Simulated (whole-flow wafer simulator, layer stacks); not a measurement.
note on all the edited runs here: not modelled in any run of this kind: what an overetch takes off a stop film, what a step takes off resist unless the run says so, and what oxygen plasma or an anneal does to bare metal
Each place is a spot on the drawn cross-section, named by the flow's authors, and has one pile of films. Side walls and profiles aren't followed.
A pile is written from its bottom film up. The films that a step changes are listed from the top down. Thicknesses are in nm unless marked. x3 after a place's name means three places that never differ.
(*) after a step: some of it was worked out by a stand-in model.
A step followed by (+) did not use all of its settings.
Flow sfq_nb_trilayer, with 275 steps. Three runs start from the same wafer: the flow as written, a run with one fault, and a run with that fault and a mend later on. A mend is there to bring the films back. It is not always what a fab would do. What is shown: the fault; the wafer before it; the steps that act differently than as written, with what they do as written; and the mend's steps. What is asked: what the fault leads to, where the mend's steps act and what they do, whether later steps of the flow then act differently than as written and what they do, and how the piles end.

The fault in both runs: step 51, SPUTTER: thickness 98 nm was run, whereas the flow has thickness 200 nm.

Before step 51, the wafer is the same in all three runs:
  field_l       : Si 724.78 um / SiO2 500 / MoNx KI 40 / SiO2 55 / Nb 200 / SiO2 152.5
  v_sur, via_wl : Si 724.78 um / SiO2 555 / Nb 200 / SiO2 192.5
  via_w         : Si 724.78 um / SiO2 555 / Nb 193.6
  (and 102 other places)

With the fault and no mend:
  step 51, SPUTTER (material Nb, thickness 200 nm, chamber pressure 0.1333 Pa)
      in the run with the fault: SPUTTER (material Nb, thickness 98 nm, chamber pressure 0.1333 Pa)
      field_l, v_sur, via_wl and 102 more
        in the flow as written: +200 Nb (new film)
        in the run with the fault: +98 Nb (new film)
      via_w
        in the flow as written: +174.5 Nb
        in the run with the fault: +86.3 Nb
  Later steps of the flow acting differently than as written (3 other steps are not shown; they differ only slightly, by no more than 2% or 0.5 nm, whichever is larger):
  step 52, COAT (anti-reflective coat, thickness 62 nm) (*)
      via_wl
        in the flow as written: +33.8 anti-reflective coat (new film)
        in the run with the fault: +33 anti-reflective coat (new film)
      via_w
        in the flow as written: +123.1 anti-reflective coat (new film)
        in the run with the fault: +118.8 anti-reflective coat (new film)
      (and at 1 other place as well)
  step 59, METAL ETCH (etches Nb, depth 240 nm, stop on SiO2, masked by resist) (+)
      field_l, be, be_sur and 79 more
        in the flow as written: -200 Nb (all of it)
        in the run with the fault: -98 Nb (all of it)
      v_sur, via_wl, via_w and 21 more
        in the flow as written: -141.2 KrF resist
        in the run with the fault: -86.5 KrF resist
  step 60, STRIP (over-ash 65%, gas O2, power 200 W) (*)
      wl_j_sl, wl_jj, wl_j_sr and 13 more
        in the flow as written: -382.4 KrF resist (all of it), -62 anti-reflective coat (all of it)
        in the run with the fault: -437.1 KrF resist (all of it), -62 anti-reflective coat (all of it)
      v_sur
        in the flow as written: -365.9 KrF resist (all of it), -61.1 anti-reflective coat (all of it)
        in the run with the fault: -421.4 KrF resist (all of it), -60.9 anti-reflective coat (all of it)
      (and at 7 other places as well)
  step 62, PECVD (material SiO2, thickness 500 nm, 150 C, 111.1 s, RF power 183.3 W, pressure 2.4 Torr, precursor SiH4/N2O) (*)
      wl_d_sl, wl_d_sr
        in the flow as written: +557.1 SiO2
        in the run with the fault: +500 SiO2
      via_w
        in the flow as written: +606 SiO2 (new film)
        in the run with the fault: +581 SiO2 (new film)
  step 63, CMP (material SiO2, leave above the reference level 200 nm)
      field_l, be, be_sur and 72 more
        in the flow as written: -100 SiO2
        in the run with the fault: -202 SiO2
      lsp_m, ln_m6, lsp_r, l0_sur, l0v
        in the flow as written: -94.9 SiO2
        in the run with the fault: -202 SiO2
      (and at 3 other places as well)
  At field_l, v_sur, via_wl and 103 more, the piles at the end differ from the flow's by more than 2% or 0.5 nm, whichever is larger.
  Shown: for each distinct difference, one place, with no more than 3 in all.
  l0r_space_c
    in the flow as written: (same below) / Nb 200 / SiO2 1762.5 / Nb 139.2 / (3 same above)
    in the run with the fault: (same below) / Nb 200 / SiO2 1660.5 / Nb 139.2 / (3 same above)
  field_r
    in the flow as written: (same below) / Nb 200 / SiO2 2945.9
    in the run with the fault: (same below) / Nb 200 / SiO2 2843.9
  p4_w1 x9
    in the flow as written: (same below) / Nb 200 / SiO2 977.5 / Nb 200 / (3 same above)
    in the run with the fault: (same below) / Nb 200 / SiO2 875.5 / Nb 200 / (3 same above)

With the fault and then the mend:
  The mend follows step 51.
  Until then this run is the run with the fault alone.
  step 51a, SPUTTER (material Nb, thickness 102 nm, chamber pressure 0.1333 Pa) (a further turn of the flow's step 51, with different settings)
      field_l, v_sur, via_wl and 102 more
        +102 Nb
      via_w
        +83.8 Nb
  None of the later steps of the flow differs from how it acts as written, at any place that is followed, by more than 2% or 0.5 nm, whichever is larger.
  When the end is reached, the piles differ only a little from the flow's at the places that both follow, at most by 2% or 0.5 nm, whichever is larger.
